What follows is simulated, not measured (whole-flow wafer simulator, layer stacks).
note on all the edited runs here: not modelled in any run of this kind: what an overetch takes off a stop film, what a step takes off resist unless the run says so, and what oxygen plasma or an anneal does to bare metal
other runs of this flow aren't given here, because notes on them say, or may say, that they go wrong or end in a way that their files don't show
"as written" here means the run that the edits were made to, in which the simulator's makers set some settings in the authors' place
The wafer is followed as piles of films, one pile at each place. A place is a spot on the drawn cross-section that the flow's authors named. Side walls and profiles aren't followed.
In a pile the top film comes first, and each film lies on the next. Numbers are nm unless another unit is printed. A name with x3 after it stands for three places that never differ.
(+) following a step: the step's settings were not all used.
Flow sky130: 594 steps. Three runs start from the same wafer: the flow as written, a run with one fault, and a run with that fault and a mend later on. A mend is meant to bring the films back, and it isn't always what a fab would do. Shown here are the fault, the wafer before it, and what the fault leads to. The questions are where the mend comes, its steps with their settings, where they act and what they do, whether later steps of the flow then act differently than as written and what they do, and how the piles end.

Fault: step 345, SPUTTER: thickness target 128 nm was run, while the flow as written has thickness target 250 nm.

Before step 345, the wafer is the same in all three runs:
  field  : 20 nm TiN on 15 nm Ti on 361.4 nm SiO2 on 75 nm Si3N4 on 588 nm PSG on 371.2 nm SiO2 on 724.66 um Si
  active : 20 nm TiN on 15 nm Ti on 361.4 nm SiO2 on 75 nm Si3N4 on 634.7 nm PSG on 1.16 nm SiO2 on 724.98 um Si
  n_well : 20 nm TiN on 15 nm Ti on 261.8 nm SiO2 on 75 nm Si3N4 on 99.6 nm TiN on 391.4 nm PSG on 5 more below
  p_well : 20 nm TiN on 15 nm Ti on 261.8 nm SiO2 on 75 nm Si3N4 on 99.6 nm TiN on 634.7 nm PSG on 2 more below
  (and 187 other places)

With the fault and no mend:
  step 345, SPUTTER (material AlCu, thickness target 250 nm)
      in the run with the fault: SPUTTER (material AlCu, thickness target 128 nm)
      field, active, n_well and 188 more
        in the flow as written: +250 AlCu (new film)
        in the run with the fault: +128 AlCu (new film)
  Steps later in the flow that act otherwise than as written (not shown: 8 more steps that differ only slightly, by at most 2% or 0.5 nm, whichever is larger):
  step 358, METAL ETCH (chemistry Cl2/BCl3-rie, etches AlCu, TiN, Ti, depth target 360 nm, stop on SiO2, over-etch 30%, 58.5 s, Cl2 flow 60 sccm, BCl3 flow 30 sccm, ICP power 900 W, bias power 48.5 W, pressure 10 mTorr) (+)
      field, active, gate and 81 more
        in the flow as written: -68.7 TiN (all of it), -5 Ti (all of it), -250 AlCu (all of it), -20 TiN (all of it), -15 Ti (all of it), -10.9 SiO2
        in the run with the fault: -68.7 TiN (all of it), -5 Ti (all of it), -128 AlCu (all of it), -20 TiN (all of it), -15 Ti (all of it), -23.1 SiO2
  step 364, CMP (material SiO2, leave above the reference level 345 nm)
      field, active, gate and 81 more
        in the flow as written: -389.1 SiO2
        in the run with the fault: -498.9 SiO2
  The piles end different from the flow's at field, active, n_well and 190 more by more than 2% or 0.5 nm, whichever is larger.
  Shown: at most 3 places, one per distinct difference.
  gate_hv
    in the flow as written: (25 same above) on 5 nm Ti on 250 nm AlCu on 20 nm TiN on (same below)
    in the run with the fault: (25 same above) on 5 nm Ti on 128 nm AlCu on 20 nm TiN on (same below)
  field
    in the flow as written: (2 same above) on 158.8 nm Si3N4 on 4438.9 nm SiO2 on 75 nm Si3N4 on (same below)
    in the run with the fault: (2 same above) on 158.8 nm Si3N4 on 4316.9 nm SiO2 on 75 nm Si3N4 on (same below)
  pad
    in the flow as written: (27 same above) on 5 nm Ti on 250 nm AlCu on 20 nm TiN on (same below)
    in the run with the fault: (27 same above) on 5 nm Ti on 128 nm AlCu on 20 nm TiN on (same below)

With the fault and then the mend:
  The mend stands after step 345.
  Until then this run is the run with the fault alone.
  step 345a, SPUTTER (material AlCu, thickness target 122 nm) (the flow's step 345 again, with other settings)
      field, active, n_well and 188 more
        +122 AlCu
  Later steps of the flow that are run all act as written at every place that is followed.
  By the end, the piles equal the flow's at every place that both follow.
